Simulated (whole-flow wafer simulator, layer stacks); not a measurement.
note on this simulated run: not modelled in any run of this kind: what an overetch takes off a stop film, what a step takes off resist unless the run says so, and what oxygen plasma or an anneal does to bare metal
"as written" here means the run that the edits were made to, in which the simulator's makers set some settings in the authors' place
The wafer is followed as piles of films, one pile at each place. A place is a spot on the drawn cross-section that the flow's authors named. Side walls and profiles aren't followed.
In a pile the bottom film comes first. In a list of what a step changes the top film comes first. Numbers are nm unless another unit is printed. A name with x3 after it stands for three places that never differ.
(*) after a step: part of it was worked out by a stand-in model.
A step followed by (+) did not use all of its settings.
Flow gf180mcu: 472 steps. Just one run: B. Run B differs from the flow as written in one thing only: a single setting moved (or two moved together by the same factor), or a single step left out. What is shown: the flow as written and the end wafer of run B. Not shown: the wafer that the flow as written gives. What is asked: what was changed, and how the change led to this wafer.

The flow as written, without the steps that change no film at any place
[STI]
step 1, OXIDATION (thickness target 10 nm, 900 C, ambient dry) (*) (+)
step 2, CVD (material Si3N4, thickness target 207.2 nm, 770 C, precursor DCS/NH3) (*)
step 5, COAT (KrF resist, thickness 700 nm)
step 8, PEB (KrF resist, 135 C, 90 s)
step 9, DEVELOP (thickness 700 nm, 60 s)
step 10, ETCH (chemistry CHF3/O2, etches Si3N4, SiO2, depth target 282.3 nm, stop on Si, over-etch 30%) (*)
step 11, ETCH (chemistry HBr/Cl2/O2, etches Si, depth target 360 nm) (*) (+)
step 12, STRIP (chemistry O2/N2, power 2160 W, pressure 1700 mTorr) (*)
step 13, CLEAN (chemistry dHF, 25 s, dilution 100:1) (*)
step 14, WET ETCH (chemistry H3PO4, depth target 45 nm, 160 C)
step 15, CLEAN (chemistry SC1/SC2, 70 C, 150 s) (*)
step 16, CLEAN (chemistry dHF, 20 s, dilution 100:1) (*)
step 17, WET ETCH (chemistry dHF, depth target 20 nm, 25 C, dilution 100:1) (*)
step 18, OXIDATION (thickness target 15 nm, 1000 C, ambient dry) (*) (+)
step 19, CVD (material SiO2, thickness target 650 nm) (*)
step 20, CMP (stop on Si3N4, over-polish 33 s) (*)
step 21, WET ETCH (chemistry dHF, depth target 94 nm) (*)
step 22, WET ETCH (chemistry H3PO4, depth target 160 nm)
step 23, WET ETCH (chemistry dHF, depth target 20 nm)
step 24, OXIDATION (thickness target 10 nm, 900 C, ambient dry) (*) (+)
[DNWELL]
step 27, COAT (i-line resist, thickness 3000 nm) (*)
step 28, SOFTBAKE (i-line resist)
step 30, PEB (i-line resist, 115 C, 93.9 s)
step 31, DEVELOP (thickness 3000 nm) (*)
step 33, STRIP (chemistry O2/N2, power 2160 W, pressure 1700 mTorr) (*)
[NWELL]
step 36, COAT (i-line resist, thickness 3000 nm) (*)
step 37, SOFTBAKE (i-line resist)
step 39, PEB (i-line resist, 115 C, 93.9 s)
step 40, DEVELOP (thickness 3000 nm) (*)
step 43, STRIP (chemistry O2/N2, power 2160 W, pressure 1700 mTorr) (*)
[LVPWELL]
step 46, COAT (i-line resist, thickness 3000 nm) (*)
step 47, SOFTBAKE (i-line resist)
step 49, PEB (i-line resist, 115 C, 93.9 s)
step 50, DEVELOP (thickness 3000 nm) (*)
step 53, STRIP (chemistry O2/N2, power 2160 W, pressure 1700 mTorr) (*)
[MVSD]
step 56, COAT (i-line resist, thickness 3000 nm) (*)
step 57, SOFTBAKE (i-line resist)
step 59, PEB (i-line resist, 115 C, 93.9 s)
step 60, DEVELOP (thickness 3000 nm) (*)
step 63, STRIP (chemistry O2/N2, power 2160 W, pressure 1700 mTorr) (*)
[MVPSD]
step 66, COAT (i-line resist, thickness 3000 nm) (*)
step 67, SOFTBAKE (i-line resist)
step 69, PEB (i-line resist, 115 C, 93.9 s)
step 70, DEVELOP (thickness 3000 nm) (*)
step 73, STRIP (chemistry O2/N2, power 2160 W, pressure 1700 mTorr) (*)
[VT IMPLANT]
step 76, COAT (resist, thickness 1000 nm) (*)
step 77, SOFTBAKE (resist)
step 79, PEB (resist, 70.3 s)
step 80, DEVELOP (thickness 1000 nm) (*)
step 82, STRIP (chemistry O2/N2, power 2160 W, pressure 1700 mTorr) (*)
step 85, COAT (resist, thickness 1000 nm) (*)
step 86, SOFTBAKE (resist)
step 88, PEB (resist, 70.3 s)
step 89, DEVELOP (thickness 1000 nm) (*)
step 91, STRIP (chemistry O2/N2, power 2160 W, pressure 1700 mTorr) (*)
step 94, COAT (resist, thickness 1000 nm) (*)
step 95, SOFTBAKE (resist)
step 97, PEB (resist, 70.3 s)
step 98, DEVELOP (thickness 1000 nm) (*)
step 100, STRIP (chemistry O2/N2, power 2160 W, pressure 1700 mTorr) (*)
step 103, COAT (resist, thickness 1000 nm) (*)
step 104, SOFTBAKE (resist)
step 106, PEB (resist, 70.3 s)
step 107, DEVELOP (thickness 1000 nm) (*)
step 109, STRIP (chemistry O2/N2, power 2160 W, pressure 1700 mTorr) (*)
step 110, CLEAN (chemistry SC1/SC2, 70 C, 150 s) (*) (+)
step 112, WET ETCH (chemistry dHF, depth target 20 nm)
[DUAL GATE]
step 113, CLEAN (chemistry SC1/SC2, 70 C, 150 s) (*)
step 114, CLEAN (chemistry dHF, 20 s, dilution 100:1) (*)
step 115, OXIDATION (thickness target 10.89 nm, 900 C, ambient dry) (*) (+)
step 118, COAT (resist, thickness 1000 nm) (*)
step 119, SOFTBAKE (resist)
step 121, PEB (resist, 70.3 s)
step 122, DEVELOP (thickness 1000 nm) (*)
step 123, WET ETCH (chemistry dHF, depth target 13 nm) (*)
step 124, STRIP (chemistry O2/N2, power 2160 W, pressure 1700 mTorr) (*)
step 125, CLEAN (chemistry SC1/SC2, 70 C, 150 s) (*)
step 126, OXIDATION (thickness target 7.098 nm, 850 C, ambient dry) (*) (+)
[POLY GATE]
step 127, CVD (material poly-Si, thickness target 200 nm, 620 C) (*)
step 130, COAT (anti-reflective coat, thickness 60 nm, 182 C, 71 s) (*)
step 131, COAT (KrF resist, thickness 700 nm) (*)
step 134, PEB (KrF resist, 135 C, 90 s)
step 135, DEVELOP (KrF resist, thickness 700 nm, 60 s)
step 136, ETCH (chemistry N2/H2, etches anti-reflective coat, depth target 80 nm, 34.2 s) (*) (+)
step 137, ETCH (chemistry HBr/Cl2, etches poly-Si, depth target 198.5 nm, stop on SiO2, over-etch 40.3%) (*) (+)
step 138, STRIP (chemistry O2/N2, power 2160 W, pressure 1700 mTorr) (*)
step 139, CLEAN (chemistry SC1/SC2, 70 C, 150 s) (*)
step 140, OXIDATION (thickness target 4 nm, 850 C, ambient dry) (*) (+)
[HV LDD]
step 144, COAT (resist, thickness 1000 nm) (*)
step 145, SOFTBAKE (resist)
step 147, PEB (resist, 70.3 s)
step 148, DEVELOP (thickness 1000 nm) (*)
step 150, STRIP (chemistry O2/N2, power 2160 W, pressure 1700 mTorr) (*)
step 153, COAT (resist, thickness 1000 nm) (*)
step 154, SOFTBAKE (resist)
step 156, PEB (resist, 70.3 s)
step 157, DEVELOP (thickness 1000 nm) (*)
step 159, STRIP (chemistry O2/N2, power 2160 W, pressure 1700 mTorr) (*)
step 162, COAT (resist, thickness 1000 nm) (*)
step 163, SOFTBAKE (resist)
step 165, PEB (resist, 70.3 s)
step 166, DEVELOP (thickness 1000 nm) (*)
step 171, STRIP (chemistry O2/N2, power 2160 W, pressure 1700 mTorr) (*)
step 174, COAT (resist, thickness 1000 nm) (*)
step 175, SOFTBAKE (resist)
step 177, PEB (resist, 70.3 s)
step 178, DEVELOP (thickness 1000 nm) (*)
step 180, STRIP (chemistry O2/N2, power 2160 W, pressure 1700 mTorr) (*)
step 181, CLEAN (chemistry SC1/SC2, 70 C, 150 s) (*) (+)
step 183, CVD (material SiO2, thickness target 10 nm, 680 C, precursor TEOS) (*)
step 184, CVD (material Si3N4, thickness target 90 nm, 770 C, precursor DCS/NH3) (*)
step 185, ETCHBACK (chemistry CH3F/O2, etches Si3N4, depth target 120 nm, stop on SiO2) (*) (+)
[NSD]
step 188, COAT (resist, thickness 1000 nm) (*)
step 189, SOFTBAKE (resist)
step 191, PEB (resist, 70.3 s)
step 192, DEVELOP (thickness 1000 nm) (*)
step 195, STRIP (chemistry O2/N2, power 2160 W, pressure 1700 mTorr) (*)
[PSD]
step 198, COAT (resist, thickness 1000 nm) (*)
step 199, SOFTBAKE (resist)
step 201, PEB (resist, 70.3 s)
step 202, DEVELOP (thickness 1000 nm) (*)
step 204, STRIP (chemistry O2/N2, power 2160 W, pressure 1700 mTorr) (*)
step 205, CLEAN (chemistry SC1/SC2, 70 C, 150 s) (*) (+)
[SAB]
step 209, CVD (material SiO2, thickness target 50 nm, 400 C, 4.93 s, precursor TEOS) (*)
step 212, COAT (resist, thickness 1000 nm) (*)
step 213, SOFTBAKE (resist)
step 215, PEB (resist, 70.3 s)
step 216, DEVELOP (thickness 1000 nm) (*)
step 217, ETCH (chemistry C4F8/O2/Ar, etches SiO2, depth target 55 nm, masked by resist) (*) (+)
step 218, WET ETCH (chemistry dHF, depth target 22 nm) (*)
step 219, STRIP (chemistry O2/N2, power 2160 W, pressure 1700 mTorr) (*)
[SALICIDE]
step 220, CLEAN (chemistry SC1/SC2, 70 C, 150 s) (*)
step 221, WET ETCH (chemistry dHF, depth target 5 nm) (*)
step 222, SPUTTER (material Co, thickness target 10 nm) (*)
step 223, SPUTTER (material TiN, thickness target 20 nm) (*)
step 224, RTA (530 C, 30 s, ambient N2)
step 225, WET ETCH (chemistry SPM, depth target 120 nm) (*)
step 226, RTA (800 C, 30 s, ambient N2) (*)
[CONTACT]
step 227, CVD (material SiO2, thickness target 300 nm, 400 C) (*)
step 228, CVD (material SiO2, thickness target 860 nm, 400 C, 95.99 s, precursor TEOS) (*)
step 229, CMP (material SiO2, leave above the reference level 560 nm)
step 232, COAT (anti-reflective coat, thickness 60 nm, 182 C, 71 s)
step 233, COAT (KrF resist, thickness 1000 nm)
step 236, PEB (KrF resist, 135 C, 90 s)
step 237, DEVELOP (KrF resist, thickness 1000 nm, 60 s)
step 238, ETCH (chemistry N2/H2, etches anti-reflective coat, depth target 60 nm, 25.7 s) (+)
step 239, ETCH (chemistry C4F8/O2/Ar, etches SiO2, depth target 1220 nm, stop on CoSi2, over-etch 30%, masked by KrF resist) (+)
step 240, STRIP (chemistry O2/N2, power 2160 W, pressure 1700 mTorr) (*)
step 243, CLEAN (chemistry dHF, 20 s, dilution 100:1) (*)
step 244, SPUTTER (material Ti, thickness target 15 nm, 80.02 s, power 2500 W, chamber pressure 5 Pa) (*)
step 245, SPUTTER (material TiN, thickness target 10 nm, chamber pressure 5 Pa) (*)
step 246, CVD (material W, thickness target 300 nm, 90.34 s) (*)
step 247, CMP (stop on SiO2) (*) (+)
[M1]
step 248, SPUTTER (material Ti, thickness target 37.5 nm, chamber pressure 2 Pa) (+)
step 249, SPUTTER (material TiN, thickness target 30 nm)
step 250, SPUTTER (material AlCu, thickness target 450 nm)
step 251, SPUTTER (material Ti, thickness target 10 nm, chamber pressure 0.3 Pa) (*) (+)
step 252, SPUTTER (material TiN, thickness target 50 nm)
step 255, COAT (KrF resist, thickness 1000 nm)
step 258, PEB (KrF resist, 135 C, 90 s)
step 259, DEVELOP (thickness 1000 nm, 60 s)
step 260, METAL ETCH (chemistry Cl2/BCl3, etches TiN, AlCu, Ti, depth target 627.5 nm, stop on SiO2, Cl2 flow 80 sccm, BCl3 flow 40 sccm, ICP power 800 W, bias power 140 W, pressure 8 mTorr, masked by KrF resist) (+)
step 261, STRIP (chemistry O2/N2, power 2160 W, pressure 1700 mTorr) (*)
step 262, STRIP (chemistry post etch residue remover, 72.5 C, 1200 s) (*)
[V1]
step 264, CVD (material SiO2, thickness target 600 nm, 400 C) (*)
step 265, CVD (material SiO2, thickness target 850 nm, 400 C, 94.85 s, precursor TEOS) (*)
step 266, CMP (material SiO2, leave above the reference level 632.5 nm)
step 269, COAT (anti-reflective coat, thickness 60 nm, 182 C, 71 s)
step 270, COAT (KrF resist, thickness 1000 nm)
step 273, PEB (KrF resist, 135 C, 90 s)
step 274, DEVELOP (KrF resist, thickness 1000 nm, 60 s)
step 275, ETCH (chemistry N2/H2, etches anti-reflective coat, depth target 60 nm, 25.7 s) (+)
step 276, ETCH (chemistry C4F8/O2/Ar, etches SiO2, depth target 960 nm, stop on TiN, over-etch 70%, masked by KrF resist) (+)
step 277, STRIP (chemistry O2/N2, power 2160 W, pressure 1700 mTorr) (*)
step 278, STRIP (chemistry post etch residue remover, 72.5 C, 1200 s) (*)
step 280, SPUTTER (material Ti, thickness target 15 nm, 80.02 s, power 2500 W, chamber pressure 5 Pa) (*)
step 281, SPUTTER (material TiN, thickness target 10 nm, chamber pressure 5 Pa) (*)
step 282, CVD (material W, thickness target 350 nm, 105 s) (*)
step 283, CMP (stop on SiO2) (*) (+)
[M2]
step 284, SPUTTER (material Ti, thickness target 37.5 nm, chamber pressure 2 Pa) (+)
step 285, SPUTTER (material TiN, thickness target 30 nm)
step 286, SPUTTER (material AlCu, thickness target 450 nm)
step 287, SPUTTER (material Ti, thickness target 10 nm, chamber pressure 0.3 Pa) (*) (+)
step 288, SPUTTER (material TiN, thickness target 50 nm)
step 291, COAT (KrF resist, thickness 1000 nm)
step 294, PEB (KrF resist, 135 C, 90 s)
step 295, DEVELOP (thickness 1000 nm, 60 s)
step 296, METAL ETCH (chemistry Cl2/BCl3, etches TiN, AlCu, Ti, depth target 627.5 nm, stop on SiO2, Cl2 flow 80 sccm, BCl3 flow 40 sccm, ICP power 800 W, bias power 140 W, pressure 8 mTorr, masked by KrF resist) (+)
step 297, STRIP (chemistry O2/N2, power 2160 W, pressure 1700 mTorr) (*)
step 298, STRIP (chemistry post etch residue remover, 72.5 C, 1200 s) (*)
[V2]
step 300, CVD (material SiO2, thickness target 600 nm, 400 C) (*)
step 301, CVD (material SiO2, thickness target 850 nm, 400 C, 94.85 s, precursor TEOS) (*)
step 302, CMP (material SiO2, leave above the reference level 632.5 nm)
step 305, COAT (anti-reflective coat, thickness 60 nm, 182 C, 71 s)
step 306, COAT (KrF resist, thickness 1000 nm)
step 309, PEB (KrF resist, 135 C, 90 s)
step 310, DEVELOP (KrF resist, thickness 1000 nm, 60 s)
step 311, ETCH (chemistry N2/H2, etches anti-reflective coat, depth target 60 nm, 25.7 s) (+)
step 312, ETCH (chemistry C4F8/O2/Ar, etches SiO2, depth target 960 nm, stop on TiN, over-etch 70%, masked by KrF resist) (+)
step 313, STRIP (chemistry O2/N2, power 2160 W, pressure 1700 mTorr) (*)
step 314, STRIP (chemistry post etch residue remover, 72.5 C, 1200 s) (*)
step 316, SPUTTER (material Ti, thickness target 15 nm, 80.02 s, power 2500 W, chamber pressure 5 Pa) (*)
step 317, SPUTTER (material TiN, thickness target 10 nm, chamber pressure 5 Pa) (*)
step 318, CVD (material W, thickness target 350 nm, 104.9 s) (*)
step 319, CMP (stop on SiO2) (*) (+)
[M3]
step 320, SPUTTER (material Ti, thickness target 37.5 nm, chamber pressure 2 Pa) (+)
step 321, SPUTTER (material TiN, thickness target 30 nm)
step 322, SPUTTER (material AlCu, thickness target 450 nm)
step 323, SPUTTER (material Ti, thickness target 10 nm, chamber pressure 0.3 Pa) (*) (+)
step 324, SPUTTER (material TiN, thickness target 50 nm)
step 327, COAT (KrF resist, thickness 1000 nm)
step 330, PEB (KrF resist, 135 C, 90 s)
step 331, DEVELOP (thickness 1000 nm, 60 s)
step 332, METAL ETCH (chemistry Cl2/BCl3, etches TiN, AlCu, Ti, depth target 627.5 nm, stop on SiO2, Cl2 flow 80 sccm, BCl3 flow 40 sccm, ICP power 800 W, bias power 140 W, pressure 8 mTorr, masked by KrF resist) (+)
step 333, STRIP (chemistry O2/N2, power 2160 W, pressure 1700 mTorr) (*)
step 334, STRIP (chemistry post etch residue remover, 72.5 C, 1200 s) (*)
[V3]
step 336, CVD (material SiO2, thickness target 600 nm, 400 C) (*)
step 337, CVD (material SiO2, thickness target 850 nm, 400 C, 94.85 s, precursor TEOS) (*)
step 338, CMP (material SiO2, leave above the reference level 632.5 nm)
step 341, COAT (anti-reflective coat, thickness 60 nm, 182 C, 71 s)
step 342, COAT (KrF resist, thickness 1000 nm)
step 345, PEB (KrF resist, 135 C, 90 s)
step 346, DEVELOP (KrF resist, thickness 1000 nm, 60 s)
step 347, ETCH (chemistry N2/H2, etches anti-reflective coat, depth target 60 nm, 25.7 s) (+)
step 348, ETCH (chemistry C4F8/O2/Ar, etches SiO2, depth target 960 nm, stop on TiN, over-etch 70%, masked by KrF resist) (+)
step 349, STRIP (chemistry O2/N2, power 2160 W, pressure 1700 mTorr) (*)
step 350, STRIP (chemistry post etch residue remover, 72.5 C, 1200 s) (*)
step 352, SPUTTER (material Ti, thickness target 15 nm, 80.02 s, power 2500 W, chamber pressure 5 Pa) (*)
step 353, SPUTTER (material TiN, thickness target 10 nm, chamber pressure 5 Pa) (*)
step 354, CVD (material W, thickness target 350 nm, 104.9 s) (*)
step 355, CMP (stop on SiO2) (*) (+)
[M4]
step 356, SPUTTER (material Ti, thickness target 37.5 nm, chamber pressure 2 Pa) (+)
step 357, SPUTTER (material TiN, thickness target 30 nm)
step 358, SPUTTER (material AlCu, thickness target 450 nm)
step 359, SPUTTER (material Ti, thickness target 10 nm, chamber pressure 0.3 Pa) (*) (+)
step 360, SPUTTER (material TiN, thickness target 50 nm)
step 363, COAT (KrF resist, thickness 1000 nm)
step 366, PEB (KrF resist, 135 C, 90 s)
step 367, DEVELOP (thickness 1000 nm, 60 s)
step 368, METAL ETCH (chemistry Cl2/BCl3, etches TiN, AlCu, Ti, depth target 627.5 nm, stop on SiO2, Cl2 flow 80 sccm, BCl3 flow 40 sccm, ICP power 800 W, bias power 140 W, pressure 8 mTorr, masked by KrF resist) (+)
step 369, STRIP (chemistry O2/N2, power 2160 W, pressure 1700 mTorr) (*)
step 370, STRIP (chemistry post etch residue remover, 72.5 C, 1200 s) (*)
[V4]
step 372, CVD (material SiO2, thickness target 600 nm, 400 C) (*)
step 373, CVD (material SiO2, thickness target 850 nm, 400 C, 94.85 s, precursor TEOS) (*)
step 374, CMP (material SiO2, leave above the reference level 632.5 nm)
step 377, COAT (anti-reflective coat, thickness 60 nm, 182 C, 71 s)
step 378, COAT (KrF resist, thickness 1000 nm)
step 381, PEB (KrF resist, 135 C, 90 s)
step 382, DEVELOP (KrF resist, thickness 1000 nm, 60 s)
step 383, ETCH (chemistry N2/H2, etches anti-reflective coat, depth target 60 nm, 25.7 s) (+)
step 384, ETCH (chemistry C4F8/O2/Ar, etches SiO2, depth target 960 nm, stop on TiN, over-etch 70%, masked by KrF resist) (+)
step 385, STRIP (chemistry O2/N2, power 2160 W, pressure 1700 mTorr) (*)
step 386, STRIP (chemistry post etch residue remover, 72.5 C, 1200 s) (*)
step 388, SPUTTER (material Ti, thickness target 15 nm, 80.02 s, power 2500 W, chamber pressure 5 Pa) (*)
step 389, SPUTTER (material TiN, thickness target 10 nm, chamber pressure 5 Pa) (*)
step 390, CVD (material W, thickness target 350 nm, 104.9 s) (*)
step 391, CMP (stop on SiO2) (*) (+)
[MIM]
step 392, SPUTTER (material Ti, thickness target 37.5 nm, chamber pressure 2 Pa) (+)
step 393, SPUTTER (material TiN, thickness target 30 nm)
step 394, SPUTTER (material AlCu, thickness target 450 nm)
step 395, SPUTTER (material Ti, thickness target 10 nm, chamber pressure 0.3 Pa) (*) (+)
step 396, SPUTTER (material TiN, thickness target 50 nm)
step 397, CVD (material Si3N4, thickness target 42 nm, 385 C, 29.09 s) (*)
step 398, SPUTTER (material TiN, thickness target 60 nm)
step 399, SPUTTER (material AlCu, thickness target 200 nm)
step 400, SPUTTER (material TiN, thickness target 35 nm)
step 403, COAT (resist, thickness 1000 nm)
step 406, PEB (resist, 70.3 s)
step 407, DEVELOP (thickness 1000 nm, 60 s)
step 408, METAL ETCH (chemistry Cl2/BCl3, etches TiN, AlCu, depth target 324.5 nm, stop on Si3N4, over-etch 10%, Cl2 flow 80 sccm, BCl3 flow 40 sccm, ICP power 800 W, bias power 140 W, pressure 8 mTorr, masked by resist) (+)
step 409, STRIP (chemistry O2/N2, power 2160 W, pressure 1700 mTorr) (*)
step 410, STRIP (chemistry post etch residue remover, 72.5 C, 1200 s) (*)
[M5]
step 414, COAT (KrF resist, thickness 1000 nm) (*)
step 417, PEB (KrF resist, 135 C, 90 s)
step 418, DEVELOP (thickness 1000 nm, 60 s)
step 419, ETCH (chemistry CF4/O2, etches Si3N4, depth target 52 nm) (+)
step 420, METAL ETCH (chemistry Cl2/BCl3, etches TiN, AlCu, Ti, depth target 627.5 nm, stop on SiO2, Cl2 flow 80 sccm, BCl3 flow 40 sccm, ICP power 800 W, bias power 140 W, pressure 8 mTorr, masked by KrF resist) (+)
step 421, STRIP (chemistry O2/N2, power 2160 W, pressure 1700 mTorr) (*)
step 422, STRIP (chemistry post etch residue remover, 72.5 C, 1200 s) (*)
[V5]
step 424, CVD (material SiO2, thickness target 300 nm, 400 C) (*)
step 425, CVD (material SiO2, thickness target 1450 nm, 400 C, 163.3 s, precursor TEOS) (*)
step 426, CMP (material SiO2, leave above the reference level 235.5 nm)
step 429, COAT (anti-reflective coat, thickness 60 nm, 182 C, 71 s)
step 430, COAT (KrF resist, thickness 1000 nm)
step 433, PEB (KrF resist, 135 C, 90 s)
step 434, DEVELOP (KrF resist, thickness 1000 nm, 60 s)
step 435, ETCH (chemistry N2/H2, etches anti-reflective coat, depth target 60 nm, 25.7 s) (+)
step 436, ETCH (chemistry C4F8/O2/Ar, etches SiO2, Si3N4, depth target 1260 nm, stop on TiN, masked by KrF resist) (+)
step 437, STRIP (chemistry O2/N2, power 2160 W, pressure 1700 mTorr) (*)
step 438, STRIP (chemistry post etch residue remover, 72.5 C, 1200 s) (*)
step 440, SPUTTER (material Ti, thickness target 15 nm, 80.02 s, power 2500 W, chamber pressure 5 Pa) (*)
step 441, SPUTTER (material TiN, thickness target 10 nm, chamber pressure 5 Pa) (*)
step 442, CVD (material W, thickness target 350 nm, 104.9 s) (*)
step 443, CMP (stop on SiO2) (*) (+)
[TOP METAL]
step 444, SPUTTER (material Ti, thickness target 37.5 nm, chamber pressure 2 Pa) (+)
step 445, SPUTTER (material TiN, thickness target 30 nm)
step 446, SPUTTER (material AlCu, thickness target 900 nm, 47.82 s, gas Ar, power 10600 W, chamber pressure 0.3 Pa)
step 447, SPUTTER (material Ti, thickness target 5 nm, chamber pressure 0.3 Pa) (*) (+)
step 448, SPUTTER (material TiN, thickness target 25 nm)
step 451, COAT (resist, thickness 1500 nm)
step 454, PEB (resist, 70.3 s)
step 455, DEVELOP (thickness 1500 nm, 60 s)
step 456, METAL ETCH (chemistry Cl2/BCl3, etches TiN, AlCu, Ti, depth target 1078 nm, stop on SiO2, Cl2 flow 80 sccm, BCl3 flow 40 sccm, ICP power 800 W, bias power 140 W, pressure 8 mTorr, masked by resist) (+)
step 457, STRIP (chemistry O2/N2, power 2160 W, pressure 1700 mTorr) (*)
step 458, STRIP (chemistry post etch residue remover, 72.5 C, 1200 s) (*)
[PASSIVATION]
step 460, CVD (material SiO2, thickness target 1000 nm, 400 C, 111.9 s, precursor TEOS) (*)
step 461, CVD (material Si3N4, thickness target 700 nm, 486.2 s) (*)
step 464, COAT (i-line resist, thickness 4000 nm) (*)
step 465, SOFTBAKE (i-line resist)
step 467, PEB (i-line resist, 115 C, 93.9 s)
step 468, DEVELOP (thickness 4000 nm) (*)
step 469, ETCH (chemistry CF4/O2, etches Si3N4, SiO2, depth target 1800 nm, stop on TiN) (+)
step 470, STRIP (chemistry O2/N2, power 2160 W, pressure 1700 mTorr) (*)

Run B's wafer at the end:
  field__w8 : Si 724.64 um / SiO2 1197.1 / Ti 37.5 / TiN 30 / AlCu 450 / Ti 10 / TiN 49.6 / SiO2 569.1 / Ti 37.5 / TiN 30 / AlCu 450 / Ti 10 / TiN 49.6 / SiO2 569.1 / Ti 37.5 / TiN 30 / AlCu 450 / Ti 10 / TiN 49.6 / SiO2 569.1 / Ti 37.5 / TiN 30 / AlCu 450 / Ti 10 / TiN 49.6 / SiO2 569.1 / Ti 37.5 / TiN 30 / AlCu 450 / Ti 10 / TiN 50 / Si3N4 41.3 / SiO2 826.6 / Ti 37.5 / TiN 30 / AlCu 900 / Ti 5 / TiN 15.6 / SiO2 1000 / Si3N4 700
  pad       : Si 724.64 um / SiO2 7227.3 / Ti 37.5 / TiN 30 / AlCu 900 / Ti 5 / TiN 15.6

What caused this: step 448, SPUTTER: thickness target 16 nm was run, whereas the flow has thickness target 25 nm.

Step by step, how the change led to this:
  step 448, SPUTTER (material TiN, thickness target 25 nm)
      field, field__w1, field__w2 and 109 more: +16 TiN (new film) (in the flow as written it would be: +25 TiN (new film))
  step 456, METAL ETCH (chemistry Cl2/BCl3, etches TiN, AlCu, Ti, depth target 1078 nm, stop on SiO2, Cl2 flow 80 sccm, BCl3 flow 40 sccm, ICP power 800 W, bias power 140 W, pressure 8 mTorr, masked by resist) (+)
      field, field__w1, field__w2 and 103 more: -16 TiN (all of it), -5 Ti (all of it), -900 AlCu (all of it), -30 TiN (all of it), -37.5 Ti (all of it) (in the flow as written it would be: -25 TiN (all of it), -5 Ti (all of it), -900 AlCu (all of it), -30 TiN (all of it), -37.5 Ti (all of it))
